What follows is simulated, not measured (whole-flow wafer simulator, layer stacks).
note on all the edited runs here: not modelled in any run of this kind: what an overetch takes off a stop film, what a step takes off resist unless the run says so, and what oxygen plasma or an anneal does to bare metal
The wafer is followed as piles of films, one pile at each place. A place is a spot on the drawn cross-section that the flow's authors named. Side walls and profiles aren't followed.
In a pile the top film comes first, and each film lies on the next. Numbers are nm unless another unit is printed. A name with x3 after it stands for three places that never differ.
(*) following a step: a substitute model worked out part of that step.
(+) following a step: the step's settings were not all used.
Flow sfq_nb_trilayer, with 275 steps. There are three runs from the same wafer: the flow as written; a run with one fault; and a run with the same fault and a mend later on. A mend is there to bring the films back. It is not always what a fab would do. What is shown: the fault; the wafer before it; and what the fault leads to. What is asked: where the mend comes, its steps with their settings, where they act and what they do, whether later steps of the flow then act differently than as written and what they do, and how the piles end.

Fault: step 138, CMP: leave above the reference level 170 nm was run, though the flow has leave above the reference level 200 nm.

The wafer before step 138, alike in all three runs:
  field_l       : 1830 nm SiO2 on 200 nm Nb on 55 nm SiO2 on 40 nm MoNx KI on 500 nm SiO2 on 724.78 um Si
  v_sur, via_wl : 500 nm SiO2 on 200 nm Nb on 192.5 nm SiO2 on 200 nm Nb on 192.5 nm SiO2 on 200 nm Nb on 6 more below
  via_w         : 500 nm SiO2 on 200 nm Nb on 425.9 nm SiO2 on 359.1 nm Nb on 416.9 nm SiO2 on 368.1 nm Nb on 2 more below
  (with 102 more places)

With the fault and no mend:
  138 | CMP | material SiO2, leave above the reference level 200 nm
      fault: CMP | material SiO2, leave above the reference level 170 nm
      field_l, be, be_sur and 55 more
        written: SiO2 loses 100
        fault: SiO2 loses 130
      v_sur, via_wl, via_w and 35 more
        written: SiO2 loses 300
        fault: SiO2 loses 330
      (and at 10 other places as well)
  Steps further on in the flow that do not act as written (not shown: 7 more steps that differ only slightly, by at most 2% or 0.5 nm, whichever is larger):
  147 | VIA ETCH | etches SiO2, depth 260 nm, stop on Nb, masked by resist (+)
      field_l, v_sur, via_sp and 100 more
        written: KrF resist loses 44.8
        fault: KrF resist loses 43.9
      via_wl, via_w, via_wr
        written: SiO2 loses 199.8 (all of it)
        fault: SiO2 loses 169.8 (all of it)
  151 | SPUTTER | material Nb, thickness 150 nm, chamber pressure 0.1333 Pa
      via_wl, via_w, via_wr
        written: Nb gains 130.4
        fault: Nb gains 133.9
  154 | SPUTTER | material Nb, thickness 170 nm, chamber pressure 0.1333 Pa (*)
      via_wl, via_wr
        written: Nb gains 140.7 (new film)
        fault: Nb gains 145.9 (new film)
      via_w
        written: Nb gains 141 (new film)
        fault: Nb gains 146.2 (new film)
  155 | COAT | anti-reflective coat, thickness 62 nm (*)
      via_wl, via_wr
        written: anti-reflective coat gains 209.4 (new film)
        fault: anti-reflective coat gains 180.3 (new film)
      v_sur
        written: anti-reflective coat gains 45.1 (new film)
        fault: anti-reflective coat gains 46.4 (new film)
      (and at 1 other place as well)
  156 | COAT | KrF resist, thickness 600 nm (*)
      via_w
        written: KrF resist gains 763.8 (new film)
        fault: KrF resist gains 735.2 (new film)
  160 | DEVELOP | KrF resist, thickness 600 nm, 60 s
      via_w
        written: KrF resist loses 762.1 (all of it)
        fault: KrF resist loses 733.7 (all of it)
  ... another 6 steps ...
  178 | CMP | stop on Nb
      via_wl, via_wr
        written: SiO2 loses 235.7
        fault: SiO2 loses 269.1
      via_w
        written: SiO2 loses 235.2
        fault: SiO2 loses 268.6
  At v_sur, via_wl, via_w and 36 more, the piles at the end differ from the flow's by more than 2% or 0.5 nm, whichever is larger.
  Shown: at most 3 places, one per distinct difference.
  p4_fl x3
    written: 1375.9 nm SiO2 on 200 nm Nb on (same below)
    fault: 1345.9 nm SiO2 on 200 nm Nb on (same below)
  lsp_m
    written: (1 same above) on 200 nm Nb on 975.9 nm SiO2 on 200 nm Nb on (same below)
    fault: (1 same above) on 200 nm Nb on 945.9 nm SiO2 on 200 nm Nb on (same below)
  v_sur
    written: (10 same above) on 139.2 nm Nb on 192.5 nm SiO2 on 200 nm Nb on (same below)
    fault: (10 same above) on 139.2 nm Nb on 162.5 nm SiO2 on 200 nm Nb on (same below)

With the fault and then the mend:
  After step 145 comes the mend.
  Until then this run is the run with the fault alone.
  145a | STRIP | over-ash 65%, gas O2, power 200 W (*)
      field_l, v_sur, via_sp and 100 more
        KrF resist loses 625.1 (all of it), anti-reflective coat loses 62 (all of it)
      via_wl, via_w, via_wr
        anti-reflective coat loses 62 (all of it)
  145b | PECVD | material SiO2, thickness 30 nm, 150 C, 6.667 s, RF power 183.3 W, pressure 2.4 Torr, precursor SiH4/N2O (the flow's step 137, run once more with other settings)
      field_l, v_sur, via_wl and 103 more
        SiO2 gains 30
  145c | COAT | anti-reflective coat, thickness 62 nm (the flow's step 140, run once more)
      field_l, v_sur, via_wl and 103 more
        anti-reflective coat gains 62 (new film)
  145d | COAT | KrF resist, thickness 650 nm (the flow's step 141, run once more)
      field_l, v_sur, via_wl and 103 more
        KrF resist gains 650 (new film)
  145e | SOFTBAKE | KrF resist (the flow's step 142, run once more)
      does not change any film at any place that is followed
  145f | EXPOSE | photomask I4, dose 11.93 mJ/cm2, NA 0.6, wavelength 248 nm (*) (the flow's step 143, run once more)
      does not change any film at any place that is followed
  145g | PEB | KrF resist, 90 s (the flow's step 144, run once more)
      field_l, v_sur, via_wl and 103 more
        KrF resist loses 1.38
  145h | DEVELOP | KrF resist, thickness 650 nm, 60 s (the flow's step 145, run once more)
      field_l, v_sur, via_sp and 100 more
        KrF resist loses 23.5
      via_wl, via_w, via_wr
        KrF resist loses 648.6 (all of it)
  Later steps of the flow that are run all act as written at every place that is followed, up to a difference of at most 2% or 0.5 nm, whichever is larger.
  When the end is reached, the piles differ only a little from the flow's at the places that both follow, at most by 2% or 0.5 nm, whichever is larger.
